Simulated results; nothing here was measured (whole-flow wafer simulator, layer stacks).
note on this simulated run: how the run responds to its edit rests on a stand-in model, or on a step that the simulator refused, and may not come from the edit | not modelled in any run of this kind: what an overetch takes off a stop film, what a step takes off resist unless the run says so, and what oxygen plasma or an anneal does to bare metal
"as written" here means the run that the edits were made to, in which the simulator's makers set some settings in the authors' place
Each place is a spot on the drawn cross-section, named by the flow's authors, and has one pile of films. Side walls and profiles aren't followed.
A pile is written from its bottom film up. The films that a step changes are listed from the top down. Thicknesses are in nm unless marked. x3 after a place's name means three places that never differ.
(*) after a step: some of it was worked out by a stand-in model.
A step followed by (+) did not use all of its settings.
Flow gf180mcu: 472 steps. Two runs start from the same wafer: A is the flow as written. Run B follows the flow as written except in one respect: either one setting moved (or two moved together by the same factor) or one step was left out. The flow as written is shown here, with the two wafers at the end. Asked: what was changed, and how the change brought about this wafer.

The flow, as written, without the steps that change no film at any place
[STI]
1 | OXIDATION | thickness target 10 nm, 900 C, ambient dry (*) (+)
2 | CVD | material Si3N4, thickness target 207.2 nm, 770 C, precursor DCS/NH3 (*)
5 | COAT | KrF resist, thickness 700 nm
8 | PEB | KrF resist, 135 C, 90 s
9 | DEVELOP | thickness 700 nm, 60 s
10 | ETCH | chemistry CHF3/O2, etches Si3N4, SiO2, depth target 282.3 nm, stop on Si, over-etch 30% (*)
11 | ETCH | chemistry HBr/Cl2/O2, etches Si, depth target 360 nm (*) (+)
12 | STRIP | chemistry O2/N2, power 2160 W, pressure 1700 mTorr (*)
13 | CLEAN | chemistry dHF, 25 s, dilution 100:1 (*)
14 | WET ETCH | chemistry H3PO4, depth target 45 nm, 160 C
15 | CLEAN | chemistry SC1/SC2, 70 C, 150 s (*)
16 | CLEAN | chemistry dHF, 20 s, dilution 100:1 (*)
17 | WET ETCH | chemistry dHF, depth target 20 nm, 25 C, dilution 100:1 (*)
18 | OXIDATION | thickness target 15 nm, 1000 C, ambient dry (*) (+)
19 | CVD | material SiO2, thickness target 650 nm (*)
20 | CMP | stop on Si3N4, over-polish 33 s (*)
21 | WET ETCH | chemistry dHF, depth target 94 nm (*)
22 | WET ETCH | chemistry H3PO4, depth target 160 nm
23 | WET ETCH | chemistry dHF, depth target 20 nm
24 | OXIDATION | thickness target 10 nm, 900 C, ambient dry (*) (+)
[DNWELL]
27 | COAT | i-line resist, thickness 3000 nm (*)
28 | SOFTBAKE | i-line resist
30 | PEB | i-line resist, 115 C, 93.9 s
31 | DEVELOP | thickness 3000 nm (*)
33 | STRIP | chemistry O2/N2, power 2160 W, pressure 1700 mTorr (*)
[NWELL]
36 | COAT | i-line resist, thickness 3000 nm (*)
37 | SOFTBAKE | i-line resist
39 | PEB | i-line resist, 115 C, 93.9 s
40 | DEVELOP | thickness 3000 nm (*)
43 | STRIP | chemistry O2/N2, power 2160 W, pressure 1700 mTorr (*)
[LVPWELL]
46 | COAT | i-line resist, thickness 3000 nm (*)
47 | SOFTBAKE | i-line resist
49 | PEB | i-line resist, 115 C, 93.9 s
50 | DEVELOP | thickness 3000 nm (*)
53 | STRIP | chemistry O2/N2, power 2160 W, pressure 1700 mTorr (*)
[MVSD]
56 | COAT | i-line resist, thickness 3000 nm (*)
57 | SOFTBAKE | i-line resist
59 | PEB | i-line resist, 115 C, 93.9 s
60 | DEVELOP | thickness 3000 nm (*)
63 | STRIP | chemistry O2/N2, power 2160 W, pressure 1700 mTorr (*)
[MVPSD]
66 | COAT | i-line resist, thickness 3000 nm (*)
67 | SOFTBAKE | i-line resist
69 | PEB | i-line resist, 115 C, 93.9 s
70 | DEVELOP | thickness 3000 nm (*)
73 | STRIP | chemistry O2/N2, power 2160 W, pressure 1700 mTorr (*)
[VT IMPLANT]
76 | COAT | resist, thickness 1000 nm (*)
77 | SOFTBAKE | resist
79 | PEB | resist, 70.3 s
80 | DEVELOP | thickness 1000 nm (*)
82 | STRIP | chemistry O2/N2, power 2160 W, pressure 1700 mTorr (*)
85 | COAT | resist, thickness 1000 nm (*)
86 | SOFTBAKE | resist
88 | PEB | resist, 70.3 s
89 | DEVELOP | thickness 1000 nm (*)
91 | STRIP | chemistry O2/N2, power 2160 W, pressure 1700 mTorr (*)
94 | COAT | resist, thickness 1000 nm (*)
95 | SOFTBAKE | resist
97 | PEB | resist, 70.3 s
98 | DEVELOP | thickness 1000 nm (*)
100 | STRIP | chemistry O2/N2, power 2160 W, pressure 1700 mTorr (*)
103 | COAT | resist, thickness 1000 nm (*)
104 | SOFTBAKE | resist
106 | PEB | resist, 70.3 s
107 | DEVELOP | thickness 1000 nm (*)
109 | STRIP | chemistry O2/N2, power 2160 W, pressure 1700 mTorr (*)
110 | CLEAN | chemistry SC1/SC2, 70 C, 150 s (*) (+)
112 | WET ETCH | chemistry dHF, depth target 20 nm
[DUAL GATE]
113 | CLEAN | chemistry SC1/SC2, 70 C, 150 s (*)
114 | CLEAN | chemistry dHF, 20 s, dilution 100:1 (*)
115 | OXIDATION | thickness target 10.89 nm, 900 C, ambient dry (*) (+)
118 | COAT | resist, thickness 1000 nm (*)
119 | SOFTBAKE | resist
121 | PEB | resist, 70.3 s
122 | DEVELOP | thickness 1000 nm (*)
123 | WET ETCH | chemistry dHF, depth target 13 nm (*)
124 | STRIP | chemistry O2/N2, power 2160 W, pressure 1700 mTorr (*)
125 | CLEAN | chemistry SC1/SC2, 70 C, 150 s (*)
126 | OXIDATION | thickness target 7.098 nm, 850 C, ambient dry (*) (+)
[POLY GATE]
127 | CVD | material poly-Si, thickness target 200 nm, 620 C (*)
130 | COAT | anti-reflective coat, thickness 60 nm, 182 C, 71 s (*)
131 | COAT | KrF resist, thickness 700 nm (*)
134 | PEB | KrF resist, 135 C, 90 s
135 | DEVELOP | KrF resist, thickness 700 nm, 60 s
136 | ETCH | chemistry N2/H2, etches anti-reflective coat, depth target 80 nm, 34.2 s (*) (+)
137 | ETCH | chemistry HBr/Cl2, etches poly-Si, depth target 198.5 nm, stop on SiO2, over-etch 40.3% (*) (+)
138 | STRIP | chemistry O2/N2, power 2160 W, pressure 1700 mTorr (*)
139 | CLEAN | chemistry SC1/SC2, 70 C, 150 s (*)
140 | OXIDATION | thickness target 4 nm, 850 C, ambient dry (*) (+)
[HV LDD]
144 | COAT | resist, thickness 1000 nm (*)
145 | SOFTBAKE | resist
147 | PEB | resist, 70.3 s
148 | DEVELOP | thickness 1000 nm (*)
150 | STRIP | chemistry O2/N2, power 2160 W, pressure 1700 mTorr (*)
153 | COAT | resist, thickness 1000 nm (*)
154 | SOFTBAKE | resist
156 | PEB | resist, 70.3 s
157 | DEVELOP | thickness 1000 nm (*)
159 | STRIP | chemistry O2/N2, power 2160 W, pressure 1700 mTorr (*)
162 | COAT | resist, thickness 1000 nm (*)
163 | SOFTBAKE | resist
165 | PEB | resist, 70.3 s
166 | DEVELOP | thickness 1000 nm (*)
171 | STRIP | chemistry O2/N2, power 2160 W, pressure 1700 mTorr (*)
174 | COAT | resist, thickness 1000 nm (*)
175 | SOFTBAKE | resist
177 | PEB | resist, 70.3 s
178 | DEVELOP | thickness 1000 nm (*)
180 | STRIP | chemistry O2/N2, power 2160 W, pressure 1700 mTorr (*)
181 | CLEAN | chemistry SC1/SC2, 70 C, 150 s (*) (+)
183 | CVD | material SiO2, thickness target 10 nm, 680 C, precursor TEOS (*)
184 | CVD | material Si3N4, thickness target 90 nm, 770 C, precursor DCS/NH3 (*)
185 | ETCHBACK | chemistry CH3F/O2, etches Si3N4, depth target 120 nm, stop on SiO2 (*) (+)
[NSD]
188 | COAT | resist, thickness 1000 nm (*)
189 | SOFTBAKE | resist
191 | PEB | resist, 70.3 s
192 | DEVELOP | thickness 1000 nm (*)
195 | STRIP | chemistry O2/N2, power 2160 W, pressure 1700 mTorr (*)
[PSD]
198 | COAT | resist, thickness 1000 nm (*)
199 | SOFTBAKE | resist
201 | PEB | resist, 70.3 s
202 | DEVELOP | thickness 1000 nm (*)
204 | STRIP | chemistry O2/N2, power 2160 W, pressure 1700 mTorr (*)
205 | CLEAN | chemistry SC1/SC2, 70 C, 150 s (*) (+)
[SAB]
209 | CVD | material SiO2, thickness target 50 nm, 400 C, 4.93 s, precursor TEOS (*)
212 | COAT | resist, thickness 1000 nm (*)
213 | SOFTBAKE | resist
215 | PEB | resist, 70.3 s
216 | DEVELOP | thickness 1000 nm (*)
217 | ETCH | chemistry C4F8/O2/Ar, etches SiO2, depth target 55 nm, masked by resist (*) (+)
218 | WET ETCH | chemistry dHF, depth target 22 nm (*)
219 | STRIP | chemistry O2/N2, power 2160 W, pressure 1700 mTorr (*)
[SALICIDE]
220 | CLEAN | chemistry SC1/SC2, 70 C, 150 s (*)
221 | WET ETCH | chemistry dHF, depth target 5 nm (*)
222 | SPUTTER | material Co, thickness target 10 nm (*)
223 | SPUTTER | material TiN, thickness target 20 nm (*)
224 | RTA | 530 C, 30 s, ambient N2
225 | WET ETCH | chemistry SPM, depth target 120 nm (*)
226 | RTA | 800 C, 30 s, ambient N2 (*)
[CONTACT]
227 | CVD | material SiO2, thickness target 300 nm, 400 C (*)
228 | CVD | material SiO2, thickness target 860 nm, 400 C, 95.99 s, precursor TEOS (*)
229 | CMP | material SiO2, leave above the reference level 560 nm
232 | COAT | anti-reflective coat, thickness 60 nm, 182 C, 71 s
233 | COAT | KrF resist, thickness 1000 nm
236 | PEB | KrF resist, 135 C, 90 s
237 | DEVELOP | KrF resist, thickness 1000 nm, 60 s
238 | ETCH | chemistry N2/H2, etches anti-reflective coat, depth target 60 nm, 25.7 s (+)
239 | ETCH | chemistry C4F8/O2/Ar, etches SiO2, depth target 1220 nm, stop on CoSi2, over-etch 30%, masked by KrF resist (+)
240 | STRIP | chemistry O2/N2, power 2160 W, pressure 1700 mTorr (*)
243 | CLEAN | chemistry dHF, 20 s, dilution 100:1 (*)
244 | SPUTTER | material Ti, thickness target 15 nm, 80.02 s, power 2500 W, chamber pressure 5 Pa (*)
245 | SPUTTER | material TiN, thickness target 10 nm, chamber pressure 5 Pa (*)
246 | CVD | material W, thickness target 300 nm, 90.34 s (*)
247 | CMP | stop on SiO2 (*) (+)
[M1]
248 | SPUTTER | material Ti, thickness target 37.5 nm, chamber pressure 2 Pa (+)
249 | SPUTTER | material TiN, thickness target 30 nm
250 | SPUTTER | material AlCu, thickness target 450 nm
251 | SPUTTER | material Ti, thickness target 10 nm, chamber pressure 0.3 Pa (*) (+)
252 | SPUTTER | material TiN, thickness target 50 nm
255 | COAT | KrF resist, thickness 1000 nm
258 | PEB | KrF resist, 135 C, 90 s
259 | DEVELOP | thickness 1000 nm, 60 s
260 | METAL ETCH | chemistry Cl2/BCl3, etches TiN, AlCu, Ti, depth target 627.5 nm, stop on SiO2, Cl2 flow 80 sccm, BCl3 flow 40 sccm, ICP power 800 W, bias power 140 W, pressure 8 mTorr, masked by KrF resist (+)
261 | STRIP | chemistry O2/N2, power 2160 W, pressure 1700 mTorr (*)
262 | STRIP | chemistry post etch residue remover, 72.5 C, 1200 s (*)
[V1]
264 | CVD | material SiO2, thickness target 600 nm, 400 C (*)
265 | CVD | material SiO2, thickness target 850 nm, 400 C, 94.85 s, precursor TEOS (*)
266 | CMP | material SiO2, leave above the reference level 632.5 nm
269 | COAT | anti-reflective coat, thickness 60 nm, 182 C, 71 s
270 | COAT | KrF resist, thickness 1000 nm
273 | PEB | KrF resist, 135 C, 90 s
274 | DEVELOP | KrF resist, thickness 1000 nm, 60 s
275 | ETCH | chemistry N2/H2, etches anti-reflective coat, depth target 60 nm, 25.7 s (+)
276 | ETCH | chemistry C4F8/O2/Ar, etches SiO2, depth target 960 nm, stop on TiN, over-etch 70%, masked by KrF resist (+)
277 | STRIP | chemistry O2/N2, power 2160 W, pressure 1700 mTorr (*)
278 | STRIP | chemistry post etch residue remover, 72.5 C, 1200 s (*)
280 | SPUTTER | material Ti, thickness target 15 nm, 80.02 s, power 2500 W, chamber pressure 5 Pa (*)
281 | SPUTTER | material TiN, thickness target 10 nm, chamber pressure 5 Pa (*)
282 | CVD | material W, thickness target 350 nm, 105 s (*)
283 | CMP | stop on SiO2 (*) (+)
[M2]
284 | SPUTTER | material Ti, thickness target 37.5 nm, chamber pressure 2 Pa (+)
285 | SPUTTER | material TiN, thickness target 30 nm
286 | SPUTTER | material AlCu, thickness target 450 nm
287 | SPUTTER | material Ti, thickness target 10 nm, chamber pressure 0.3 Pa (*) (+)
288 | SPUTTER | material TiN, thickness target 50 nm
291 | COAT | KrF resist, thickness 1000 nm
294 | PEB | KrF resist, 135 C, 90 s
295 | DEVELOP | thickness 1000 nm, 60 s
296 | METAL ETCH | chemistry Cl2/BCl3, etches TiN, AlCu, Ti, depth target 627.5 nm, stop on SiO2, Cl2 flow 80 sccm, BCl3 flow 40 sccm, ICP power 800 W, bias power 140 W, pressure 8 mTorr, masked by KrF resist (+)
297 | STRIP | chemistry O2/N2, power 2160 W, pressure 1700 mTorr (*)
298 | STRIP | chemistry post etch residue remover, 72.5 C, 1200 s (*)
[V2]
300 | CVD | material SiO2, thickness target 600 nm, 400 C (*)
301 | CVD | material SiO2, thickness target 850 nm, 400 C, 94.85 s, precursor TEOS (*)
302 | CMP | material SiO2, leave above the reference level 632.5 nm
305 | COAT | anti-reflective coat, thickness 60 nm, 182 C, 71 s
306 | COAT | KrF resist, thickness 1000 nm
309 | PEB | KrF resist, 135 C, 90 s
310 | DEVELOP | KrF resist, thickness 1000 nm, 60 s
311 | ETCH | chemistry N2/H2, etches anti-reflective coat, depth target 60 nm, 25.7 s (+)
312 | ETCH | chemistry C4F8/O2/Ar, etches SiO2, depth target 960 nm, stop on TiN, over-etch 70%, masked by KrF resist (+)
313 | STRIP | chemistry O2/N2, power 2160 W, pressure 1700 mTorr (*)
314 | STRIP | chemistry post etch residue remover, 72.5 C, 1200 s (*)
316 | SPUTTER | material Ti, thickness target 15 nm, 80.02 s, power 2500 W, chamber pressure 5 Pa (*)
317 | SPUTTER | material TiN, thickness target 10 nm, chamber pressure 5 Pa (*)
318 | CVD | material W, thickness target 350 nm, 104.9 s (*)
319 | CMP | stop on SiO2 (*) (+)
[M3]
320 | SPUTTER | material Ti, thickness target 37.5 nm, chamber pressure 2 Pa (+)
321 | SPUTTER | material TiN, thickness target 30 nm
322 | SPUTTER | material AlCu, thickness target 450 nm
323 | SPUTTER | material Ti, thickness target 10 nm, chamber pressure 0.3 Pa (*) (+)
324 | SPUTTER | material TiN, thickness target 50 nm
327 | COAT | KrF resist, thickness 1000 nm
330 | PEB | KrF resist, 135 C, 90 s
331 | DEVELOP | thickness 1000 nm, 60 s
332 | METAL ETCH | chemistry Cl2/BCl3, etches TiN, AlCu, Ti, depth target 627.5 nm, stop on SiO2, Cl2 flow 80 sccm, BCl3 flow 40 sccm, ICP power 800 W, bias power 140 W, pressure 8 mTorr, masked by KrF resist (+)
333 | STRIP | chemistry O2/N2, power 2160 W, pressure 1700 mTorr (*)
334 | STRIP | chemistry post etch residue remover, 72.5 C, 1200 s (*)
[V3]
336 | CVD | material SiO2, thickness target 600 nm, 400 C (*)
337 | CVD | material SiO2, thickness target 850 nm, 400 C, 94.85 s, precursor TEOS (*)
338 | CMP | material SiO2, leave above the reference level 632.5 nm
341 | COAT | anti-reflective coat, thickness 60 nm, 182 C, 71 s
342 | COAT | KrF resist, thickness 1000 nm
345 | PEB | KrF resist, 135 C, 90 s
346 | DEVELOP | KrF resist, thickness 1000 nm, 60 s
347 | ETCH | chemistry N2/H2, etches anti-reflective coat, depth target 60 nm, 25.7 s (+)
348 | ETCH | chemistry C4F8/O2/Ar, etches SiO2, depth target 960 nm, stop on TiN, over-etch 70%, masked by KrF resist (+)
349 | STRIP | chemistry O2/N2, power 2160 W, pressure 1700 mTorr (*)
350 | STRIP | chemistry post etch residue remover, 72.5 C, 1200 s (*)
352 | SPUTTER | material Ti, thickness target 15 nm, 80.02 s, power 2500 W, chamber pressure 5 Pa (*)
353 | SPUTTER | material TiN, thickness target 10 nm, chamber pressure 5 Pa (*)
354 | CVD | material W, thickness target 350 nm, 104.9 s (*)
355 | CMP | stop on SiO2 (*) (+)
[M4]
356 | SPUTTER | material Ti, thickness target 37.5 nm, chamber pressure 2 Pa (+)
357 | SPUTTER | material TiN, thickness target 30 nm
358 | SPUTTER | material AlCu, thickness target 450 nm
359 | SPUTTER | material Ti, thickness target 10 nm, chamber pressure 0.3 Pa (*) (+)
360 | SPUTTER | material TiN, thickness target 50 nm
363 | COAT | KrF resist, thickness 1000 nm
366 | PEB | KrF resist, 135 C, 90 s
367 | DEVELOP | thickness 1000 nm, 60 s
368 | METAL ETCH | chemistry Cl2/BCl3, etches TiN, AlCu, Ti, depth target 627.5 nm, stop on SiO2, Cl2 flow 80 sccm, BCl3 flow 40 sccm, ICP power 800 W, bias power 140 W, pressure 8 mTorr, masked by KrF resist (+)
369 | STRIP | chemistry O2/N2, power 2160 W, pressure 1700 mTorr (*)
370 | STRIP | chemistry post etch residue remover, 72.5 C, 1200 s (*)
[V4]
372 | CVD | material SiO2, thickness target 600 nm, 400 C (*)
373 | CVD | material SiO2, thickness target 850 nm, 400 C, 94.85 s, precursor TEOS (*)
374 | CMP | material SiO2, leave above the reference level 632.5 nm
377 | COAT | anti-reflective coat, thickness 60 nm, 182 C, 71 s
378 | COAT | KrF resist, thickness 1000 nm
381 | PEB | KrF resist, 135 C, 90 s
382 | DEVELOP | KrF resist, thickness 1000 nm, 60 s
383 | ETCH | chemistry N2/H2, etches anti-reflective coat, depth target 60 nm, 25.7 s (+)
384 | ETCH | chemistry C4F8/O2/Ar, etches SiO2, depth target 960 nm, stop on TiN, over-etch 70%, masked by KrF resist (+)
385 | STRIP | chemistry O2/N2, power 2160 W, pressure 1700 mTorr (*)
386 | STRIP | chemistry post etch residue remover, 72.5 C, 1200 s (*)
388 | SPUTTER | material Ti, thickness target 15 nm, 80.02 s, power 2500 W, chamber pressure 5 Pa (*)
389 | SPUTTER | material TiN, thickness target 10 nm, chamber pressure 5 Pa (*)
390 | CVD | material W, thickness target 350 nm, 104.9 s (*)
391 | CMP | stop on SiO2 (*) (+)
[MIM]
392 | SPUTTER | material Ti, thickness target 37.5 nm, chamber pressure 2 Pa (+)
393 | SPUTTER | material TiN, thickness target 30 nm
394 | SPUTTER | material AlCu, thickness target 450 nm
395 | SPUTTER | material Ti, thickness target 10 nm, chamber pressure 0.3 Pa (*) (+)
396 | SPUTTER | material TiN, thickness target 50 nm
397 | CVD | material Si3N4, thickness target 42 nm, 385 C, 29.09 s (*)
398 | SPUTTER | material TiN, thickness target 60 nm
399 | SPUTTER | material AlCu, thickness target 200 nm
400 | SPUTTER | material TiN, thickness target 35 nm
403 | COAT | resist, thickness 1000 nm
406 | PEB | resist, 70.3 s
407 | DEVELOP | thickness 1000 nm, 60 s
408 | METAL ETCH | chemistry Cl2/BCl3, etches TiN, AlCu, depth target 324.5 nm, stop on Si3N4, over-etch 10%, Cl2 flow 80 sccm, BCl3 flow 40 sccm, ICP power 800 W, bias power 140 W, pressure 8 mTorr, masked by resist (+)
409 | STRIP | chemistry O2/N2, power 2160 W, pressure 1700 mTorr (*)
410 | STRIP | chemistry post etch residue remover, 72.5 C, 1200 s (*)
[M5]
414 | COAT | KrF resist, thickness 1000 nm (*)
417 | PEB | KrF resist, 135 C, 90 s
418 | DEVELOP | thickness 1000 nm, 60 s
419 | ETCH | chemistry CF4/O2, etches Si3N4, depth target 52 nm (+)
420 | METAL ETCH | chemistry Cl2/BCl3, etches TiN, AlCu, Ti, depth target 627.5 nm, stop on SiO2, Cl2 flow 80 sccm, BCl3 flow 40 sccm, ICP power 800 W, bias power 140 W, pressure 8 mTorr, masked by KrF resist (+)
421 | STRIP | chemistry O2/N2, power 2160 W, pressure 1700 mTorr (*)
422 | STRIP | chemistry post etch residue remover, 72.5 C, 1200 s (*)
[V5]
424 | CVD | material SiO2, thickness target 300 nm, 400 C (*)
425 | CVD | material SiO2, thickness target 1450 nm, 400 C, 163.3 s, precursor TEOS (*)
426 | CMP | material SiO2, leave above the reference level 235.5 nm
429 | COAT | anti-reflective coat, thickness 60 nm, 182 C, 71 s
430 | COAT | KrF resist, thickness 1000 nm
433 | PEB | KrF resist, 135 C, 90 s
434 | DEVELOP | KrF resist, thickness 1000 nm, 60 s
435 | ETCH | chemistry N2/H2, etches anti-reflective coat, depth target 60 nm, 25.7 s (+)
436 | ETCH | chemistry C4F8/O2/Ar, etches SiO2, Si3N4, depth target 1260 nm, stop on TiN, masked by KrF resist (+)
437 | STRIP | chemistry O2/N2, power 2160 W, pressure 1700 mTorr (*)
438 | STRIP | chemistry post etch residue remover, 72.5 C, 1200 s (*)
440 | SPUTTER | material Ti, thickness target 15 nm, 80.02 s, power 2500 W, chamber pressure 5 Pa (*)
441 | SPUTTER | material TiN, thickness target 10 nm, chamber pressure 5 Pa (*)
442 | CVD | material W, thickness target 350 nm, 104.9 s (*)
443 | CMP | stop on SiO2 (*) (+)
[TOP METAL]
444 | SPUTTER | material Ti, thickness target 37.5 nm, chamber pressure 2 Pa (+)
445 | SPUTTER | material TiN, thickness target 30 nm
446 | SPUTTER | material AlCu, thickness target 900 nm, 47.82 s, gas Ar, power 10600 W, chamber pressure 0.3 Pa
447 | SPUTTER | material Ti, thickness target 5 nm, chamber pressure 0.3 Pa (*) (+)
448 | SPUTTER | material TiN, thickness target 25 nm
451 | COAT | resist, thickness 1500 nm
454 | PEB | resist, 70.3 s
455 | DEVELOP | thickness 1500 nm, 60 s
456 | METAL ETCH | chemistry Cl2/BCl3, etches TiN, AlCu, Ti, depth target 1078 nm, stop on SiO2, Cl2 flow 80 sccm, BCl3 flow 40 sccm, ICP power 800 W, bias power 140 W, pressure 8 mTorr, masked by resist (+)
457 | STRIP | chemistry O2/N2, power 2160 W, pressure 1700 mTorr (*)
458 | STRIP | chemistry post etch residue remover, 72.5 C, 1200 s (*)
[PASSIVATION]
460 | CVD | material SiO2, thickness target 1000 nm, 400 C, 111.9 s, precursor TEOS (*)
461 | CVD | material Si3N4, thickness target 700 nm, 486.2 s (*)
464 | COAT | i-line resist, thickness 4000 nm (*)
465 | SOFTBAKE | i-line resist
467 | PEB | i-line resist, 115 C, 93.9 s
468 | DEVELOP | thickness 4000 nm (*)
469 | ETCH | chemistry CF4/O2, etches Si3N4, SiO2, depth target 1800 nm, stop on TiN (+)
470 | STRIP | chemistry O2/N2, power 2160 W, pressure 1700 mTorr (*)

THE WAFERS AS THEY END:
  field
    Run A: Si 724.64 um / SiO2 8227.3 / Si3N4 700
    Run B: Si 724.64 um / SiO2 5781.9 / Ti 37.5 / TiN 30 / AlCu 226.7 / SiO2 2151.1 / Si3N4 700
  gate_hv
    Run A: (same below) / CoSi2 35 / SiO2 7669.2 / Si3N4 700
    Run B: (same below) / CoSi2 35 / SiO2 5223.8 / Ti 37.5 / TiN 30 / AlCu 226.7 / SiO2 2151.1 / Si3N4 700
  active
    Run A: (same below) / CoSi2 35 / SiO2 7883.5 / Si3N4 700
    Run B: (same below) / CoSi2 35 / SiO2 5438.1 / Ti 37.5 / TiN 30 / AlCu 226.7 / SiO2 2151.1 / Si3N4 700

Cause: step 420, METAL ETCH: depth target 276.1 nm was run, while the flow as written has depth target 627.5 nm.

The path from the change to this, step by step:
  420 | METAL ETCH | chemistry Cl2/BCl3, etches TiN, AlCu, Ti, depth target 627.5 nm, stop on SiO2, Cl2 flow 80 sccm, BCl3 flow 40 sccm, ICP power 800 W, bias power 140 W, pressure 8 mTorr, masked by KrF resist (+)
      field, field__w1, field__w2 and 101 more: A TiN loses 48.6 (all of it), Ti loses 10 (all of it), AlCu loses 450 (all of it), TiN loses 30 (all of it), Ti loses 37.5 (all of it) | B TiN loses 48.6 (all of it), Ti loses 10 (all of it), AlCu loses 217.5
      field__w4, field__w8, contact, m1, m1__w1, mim, mim_1p0, m1_nw: A KrF resist loses 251 | B KrF resist loses 110.4
  421 | STRIP | chemistry O2/N2, power 2160 W, pressure 1700 mTorr (*)
      field__w8, m1__w1: A KrF resist loses 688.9 (all of it) | B KrF resist loses 829.4 (all of it)
      contact, m1: A KrF resist loses 689.3 (all of it) | B KrF resist loses 829.9 (all of it)
      (and at 4 other places as well)
  422 | STRIP | chemistry post etch residue remover, 72.5 C, 1200 s (*)
      field, field__w1, field__w2 and 101 more: A nothing | B AlCu loses 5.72
  424 | CVD | material SiO2, thickness target 300 nm, 400 C (*)
      field, field__w1, field__w2 and 101 more: A SiO2 gains 300 | B SiO2 gains 300 (new film)
  426 | CMP | material SiO2, leave above the reference level 235.5 nm
      field, field__w1, field__w5 and 92 more: A SiO2 loses 300.8 | B SiO2 loses 595.1
      field__w2, field__w3, field__w12 and 6 more: A SiO2 loses 272.7 | B SiO2 loses 580.3
If metal films that touch count as one body, field has 1 body; the flow as written gives 0 bodies.
If metal films that touch count as one body, gate_hv has 2 bodies (between them, from the top down: SiO2 5223.8); the flow as written gives 1 body.
If metal films that touch count as one body, active has 2 bodies (between them, from the top down: SiO2 5438.1); the flow as written gives 1 body.
